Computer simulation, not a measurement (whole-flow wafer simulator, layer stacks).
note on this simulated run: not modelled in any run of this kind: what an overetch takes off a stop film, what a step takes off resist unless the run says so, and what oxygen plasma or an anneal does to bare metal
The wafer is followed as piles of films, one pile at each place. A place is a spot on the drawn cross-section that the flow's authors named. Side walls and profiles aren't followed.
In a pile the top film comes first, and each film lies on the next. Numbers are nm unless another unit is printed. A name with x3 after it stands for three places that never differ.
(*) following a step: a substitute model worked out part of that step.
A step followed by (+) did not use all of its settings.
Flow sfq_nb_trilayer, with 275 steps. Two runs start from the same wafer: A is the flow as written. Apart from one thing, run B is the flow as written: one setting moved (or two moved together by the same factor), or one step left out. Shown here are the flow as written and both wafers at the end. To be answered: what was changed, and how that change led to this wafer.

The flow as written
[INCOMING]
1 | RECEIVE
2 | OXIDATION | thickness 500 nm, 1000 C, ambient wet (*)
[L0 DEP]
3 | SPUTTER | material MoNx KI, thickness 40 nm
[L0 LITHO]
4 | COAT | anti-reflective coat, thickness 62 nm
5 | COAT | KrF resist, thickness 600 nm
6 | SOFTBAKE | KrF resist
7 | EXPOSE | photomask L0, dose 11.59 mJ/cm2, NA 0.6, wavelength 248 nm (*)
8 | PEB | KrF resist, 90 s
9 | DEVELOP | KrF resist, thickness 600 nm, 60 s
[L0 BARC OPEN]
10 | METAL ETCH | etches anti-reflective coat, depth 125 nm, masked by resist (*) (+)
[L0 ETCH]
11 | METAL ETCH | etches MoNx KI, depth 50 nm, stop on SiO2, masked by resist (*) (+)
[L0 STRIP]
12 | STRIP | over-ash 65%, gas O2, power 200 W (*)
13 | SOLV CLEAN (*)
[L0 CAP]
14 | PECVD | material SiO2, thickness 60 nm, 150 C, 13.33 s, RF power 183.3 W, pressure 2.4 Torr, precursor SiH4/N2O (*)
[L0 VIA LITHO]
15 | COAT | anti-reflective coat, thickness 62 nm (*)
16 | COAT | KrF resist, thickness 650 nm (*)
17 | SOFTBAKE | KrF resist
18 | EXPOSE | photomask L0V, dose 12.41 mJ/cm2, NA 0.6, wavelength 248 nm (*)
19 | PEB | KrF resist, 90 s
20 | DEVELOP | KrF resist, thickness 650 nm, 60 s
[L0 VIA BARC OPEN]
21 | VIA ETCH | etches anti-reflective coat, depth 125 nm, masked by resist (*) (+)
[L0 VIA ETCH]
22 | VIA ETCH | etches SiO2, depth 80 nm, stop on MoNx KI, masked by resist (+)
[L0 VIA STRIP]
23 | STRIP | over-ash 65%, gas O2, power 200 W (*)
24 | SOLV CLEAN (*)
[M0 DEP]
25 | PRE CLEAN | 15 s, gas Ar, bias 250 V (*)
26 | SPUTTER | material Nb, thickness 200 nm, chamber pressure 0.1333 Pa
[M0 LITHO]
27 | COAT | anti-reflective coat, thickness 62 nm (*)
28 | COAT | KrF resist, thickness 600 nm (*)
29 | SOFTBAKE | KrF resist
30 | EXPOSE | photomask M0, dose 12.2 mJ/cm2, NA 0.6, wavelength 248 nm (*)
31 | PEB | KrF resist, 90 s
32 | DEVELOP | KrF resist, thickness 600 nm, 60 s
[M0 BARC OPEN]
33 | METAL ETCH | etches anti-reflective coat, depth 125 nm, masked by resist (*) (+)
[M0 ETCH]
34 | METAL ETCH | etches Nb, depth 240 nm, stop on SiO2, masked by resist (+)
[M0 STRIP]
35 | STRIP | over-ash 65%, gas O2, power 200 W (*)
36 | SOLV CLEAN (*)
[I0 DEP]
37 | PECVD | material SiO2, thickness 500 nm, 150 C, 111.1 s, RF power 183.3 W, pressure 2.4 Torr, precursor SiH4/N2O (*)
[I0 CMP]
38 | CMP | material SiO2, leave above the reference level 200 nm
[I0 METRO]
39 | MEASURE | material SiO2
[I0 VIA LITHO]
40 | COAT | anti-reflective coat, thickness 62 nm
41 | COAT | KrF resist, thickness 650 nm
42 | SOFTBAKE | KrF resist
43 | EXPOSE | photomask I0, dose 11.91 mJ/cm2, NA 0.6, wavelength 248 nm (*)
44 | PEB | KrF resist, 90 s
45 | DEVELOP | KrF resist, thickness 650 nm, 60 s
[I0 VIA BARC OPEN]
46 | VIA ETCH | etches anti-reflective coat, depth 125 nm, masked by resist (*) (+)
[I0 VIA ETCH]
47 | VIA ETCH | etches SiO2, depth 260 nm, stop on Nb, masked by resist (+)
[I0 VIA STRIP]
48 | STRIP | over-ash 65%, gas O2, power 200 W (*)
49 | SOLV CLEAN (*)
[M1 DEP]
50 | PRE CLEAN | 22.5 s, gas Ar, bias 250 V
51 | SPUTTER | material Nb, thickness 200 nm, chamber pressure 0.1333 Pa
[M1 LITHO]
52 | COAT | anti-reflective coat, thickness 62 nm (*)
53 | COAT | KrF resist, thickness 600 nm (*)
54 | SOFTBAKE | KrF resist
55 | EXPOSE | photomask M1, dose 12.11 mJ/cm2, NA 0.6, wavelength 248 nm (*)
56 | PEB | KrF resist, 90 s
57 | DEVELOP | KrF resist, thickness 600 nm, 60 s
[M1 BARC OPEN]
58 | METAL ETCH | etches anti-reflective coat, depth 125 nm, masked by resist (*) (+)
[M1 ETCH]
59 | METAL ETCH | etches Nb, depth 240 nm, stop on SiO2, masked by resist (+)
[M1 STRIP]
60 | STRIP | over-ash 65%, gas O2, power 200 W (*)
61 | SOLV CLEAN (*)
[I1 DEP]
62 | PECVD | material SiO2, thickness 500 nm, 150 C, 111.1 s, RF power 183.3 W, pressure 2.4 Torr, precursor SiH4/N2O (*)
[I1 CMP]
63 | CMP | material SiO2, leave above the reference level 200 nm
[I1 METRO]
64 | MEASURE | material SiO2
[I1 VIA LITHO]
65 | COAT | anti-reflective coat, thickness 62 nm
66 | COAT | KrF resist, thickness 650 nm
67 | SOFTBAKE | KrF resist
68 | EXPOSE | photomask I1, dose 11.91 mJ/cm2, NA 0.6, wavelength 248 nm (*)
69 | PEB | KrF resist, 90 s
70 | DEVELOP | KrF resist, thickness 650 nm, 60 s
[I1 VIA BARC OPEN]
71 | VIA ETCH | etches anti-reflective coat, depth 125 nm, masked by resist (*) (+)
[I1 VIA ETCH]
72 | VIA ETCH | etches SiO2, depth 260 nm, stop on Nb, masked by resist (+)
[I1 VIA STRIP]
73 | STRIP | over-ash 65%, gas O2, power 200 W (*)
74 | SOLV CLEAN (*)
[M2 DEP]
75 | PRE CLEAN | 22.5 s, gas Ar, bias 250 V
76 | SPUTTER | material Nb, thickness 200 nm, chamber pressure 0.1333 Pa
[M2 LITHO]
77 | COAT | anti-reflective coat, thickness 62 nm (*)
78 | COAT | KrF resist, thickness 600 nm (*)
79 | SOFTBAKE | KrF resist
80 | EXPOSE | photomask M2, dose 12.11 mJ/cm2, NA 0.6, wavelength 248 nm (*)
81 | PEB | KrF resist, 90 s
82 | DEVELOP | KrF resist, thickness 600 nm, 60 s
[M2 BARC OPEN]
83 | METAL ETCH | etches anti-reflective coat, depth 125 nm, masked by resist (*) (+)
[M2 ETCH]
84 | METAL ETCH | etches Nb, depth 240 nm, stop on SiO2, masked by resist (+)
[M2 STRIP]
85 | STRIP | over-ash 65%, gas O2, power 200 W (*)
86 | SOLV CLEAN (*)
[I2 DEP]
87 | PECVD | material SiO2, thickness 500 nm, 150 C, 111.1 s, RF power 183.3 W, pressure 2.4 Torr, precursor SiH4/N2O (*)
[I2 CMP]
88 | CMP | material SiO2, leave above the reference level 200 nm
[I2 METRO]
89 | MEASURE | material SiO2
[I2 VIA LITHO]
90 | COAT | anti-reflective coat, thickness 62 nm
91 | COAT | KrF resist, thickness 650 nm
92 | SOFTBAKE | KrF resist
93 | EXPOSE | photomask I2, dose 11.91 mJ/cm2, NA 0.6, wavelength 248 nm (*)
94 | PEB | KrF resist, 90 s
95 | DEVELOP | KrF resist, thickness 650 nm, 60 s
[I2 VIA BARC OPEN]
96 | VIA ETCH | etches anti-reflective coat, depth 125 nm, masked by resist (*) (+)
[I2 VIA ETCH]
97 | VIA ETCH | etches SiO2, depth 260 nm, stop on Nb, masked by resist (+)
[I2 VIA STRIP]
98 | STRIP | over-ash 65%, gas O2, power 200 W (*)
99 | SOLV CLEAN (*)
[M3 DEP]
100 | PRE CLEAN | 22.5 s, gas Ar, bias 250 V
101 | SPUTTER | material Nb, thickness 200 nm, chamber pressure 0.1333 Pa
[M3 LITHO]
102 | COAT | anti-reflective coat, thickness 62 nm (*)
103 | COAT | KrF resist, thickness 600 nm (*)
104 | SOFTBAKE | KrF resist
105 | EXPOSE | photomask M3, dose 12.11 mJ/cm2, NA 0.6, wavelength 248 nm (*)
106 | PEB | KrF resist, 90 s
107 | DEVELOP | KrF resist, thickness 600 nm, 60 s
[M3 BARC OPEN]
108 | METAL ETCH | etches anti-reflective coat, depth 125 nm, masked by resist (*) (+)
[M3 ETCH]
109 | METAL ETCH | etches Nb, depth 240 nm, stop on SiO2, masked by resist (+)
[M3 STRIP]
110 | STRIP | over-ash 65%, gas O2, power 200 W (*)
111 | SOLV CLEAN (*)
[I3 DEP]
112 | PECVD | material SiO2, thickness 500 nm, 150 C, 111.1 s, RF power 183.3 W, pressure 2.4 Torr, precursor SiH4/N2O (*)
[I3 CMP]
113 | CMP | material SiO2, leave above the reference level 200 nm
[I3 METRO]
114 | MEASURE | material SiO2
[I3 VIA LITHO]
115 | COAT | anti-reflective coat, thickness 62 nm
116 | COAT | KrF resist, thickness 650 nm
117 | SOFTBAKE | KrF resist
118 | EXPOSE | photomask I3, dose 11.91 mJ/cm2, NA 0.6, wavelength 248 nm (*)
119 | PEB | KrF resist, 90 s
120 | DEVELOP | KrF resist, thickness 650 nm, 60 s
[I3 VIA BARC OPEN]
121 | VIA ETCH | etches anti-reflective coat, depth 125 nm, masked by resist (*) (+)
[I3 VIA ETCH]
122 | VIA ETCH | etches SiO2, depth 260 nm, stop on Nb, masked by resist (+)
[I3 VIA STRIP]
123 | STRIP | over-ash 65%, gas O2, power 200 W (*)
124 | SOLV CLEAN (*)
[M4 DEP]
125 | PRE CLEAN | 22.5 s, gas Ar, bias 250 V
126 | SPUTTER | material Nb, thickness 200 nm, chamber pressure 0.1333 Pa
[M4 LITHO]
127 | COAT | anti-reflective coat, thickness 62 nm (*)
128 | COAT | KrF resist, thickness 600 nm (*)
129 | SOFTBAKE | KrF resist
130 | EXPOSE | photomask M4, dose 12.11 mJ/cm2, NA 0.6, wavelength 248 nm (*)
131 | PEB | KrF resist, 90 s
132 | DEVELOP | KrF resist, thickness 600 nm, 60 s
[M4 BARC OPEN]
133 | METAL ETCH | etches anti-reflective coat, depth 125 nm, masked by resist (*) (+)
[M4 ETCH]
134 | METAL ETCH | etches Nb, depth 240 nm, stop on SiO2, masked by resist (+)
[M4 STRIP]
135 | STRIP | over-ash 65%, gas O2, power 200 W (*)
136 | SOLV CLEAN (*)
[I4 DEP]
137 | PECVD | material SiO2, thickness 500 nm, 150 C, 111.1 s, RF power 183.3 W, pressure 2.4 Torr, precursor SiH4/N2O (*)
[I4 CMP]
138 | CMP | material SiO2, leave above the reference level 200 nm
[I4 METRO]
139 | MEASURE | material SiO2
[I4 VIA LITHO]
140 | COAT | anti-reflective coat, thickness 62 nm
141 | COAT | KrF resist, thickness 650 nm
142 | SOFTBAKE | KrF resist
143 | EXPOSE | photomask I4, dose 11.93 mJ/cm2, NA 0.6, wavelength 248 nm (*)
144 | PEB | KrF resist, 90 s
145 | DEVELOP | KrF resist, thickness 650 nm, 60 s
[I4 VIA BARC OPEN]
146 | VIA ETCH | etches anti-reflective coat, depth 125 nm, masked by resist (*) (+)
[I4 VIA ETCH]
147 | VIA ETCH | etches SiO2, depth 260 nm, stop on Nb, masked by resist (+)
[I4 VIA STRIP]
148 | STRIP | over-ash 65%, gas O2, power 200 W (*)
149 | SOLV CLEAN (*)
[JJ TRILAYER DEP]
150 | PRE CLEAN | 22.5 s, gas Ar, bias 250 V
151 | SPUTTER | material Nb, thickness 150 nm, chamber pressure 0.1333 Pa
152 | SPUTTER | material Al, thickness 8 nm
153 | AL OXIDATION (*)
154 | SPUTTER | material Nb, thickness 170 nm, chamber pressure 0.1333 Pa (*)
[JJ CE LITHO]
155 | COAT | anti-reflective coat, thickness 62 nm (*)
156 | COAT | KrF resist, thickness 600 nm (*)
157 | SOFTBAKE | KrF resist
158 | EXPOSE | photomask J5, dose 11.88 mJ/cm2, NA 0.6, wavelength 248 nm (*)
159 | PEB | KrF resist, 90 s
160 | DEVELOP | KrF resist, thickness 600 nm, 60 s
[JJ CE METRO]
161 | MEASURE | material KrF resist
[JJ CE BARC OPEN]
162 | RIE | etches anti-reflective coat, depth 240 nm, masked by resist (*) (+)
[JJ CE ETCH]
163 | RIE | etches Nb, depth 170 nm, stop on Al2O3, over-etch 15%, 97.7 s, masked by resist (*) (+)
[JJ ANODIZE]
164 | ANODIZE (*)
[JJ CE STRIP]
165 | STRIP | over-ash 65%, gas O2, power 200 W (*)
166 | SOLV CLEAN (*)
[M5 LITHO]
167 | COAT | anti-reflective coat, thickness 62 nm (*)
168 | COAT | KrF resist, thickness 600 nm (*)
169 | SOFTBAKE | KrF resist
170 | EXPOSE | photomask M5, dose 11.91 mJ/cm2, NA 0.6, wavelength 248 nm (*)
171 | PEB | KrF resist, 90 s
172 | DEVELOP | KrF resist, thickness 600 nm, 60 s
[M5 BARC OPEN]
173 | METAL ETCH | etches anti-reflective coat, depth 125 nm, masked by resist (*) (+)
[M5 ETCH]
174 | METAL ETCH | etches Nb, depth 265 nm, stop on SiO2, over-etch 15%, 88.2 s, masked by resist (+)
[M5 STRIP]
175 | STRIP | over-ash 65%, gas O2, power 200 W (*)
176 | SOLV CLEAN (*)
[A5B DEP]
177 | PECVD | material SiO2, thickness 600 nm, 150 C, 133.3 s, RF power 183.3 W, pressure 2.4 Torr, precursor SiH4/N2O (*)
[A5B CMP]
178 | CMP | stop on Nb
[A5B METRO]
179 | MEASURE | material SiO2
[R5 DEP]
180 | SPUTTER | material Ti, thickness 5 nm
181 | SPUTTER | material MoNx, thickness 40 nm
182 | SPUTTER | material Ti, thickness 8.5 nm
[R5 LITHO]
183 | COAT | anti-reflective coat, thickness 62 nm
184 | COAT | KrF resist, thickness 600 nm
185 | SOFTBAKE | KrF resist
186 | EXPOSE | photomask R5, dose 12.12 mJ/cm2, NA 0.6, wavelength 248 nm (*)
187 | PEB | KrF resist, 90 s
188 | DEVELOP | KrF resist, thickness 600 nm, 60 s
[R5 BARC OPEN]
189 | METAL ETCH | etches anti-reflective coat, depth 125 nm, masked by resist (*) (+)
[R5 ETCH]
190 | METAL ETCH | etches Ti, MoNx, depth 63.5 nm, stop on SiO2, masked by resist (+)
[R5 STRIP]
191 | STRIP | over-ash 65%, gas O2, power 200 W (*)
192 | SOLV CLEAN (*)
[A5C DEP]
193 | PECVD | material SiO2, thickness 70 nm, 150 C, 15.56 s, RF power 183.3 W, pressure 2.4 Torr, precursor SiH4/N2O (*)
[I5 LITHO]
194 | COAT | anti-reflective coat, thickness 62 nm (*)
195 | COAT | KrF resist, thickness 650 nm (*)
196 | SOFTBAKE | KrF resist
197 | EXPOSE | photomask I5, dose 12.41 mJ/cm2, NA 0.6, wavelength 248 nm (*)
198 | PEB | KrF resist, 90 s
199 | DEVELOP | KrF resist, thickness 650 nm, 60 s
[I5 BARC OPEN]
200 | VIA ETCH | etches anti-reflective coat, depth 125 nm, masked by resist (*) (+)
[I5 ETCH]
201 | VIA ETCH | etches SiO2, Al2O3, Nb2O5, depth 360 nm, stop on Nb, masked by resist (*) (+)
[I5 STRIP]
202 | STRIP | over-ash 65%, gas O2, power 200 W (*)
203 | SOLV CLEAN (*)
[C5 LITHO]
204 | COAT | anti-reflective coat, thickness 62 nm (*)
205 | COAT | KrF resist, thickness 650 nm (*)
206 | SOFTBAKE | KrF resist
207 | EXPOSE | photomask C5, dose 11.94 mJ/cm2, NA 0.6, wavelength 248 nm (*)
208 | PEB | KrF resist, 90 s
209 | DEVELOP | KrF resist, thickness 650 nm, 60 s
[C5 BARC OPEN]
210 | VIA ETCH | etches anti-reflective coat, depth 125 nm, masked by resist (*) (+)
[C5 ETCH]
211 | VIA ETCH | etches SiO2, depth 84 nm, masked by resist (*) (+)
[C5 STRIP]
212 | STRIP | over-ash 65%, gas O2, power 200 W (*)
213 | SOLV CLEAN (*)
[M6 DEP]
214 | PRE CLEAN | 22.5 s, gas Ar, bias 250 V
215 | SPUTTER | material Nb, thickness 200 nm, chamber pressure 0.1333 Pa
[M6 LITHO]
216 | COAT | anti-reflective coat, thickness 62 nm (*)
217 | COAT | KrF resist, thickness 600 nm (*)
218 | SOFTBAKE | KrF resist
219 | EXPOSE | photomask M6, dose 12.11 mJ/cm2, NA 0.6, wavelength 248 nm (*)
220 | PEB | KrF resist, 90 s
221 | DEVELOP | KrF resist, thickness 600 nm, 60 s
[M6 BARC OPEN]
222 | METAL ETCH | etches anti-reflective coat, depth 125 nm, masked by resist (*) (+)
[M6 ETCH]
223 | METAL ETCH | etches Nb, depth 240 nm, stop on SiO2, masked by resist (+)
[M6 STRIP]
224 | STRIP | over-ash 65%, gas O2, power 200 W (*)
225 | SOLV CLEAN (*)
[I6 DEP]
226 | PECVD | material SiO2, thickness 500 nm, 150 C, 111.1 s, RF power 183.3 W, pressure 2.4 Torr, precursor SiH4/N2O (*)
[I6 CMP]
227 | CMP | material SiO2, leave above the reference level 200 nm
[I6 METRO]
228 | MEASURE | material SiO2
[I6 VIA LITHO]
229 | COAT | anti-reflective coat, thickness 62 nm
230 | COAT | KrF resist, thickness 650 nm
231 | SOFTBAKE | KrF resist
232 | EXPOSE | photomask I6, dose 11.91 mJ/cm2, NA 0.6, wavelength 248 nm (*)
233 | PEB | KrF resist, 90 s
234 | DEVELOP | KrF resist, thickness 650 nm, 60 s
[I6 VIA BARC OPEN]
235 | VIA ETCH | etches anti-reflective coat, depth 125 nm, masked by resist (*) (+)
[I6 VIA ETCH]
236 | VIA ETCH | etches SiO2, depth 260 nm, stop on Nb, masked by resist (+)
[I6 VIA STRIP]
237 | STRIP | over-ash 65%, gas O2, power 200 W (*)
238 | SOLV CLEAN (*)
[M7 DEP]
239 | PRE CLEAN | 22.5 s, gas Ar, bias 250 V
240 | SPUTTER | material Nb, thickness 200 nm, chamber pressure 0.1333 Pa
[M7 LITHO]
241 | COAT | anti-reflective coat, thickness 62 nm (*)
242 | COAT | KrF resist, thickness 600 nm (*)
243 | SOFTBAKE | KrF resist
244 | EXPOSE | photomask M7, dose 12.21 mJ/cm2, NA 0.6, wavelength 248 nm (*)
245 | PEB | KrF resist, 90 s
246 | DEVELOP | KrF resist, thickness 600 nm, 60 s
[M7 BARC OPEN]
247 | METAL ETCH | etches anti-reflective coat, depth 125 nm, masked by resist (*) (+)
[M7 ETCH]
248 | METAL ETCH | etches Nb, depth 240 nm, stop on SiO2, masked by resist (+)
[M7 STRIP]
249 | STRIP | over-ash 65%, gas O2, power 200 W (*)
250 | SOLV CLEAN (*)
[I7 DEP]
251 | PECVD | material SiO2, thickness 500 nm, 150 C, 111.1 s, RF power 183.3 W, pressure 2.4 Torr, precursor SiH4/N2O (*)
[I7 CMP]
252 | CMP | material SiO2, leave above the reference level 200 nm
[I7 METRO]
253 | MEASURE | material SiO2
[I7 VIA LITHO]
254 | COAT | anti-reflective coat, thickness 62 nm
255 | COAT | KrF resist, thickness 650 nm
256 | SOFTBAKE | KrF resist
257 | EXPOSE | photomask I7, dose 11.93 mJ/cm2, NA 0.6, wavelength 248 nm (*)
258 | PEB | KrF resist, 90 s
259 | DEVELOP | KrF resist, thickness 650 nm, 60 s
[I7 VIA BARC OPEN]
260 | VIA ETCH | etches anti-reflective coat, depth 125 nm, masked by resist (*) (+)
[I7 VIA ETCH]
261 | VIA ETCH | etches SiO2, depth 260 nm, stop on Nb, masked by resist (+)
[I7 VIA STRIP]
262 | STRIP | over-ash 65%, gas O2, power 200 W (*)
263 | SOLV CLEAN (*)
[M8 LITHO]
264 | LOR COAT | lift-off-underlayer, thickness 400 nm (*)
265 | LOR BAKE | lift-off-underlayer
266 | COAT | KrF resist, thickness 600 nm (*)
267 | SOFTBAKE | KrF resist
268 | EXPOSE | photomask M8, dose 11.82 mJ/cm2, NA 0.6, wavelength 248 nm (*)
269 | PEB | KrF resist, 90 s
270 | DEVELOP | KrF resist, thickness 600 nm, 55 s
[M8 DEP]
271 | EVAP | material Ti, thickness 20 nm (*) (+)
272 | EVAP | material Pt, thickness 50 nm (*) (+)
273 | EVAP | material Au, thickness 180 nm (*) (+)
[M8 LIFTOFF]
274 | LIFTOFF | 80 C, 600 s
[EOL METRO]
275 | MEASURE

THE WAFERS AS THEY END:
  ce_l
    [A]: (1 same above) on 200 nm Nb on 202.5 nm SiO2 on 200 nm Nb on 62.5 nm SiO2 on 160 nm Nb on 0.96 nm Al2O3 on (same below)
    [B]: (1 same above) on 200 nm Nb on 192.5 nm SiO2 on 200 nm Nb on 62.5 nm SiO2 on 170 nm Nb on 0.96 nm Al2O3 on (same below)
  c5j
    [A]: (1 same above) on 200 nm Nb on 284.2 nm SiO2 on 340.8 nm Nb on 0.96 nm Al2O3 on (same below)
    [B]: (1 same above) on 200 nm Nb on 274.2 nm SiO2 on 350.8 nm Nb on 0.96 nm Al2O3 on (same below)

The reason: step 190, METAL ETCH: depth 53.3 nm was run, while the flow as written has depth 63.5 nm.

The path from the change to this, step by step:
  190 | METAL ETCH | etches Ti, MoNx, depth 63.5 nm, stop on SiO2, masked by resist (+)
      ce_l, c5j, ce_r, wl_jj: A Ti loses 8.5 (all of it), MoNx loses 40 (all of it), Ti loses 5 (all of it), Nb loses 10 | B Ti loses 8.5 (all of it), MoNx loses 40 (all of it), Ti loses 5 (all of it)
      be_r, r_sur, res, r_end, r5r_line_l, r5r_line_c, r5r_line_r: A KrF resist loses 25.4 | B KrF resist loses 21.3
  194 | COAT | anti-reflective coat, thickness 62 nm (*)
      wl_j_sl, wl_j_sr: A anti-reflective coat gains 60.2 (new film) | B anti-reflective coat gains 62 (new film)
      jj_sur: A anti-reflective coat gains 60.8 (new film) | B anti-reflective coat gains 62.8 (new film)
      (and at 5 other places as well)
  202 | STRIP | over-ash 65%, gas O2, power 200 W (*)
      wl_j_sl, wl_j_sr: A KrF resist loses 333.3 (all of it), anti-reflective coat loses 60.2 (all of it) | B KrF resist loses 333.1 (all of it), anti-reflective coat loses 62 (all of it)
      jj_sur: A KrF resist loses 337.2 (all of it), anti-reflective coat loses 60.8 (all of it) | B KrF resist loses 336.9 (all of it), anti-reflective coat loses 62.8 (all of it)
      (and at 5 other places as well)
  204 | COAT | anti-reflective coat, thickness 62 nm (*)
      wl_j_sl, wl_j_sr: A anti-reflective coat gains 60.2 (new film) | B anti-reflective coat gains 62 (new film)
      jj_sur: A anti-reflective coat gains 59.5 (new film) | B anti-reflective coat gains 61.3 (new film)
      (and at 5 other places as well)
  210 | VIA ETCH | etches anti-reflective coat, depth 125 nm, masked by resist (*) (+)
      c5j: A anti-reflective coat loses 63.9 (all of it), SiO2 loses 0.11 | B anti-reflective coat loses 61.3 (all of it), SiO2 loses 0.12
  212 | STRIP | over-ash 65%, gas O2, power 200 W (*)
      wl_j_sl, wl_j_sr: A KrF resist loses 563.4 (all of it), anti-reflective coat loses 60.2 (all of it) | B KrF resist loses 563.2 (all of it), anti-reflective coat loses 62 (all of it)
      jj_sur: A KrF resist loses 562 (all of it), anti-reflective coat loses 59.5 (all of it) | B KrF resist loses 561.8 (all of it), anti-reflective coat loses 61.3 (all of it)
      (and at 4 other places as well)
  216 | COAT | anti-reflective coat, thickness 62 nm (*)
      wl_j_sl, wl_j_sr: A anti-reflective coat gains 60.2 (new film) | B anti-reflective coat gains 62 (new film)
      jj_sur: A anti-reflective coat gains 56.1 (new film) | B anti-reflective coat gains 58.6 (new film)
      (and at 5 other places as well)
  224 | STRIP | over-ash 65%, gas O2, power 200 W (*)
      wl_j_sl, wl_j_sr: A KrF resist loses 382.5 (all of it), anti-reflective coat loses 60.2 (all of it) | B KrF resist loses 382.4 (all of it), anti-reflective coat loses 62 (all of it)
      jj_sur: A KrF resist loses 378.5 (all of it), anti-reflective coat loses 56.1 (all of it) | B KrF resist loses 377.9 (all of it), anti-reflective coat loses 58.6 (all of it)
      (and at 5 other places as well)
  227 | CMP | material SiO2, leave above the reference level 200 nm
      ce_l, ce_r, wl_jj: A SiO2 loses 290 | B SiO2 loses 300
      c5j: A SiO2 loses 223 | B SiO2 loses 233
